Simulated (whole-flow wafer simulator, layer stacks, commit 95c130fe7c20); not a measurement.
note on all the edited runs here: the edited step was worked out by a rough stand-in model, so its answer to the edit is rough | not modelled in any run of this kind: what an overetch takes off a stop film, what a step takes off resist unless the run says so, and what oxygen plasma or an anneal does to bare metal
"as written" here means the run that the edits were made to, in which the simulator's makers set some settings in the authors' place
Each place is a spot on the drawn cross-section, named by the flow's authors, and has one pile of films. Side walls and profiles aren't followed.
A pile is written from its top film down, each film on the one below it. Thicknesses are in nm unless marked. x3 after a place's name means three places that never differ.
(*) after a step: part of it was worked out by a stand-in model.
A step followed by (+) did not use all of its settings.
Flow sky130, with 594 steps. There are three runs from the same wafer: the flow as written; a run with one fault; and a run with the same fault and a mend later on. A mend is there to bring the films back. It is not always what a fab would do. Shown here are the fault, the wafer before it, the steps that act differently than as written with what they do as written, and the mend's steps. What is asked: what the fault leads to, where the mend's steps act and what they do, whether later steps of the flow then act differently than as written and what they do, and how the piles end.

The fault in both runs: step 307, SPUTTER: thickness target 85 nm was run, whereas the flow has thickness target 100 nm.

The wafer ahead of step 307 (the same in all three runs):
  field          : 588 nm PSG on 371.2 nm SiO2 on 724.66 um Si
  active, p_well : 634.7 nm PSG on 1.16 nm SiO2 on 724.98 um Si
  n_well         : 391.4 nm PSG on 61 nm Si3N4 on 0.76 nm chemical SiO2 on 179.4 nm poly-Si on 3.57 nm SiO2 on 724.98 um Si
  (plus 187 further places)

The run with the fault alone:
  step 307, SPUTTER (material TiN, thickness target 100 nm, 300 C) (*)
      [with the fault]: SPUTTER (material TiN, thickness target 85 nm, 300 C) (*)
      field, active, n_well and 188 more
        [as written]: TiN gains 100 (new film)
        [with the fault]: TiN gains 85 (new film)
  Later steps of the flow acting differently than as written (1 other step is not shown; it differs only slightly, by no more than 2% or 0.5 nm, whichever is larger):
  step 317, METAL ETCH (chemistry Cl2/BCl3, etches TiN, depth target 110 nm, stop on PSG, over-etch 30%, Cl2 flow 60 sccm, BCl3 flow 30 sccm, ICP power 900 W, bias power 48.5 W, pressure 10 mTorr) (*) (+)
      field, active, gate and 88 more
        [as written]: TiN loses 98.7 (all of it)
        [with the fault]: TiN loses 83.7 (all of it)
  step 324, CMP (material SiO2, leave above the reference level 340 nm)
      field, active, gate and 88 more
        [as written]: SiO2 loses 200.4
        [with the fault]: SiO2 loses 215.4
  At n_well, p_well, gate_hv and 106 more, the piles at the end differ from the flow's by more than 2% or 0.5 nm, whichever is larger.
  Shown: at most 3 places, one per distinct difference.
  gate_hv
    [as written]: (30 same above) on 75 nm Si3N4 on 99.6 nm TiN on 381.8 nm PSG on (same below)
    [with the fault]: (30 same above) on 75 nm Si3N4 on 84.6 nm TiN on 381.8 nm PSG on (same below)
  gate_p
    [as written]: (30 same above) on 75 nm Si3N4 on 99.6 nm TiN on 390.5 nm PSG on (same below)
    [with the fault]: (30 same above) on 75 nm Si3N4 on 84.6 nm TiN on 390.5 nm PSG on (same below)
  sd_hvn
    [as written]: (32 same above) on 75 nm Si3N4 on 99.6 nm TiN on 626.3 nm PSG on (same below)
    [with the fault]: (32 same above) on 75 nm Si3N4 on 84.6 nm TiN on 626.3 nm PSG on (same below)

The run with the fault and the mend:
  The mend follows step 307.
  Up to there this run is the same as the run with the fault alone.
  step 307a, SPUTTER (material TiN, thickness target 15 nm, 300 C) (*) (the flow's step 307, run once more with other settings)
      field, active, n_well and 188 more
        TiN gains 15
  Later steps of the flow that are run all act as written at every place that is followed, up to a difference of at most 2% or 0.5 nm, whichever is larger.
  The piles end the same as the flow's at every place that both follow.
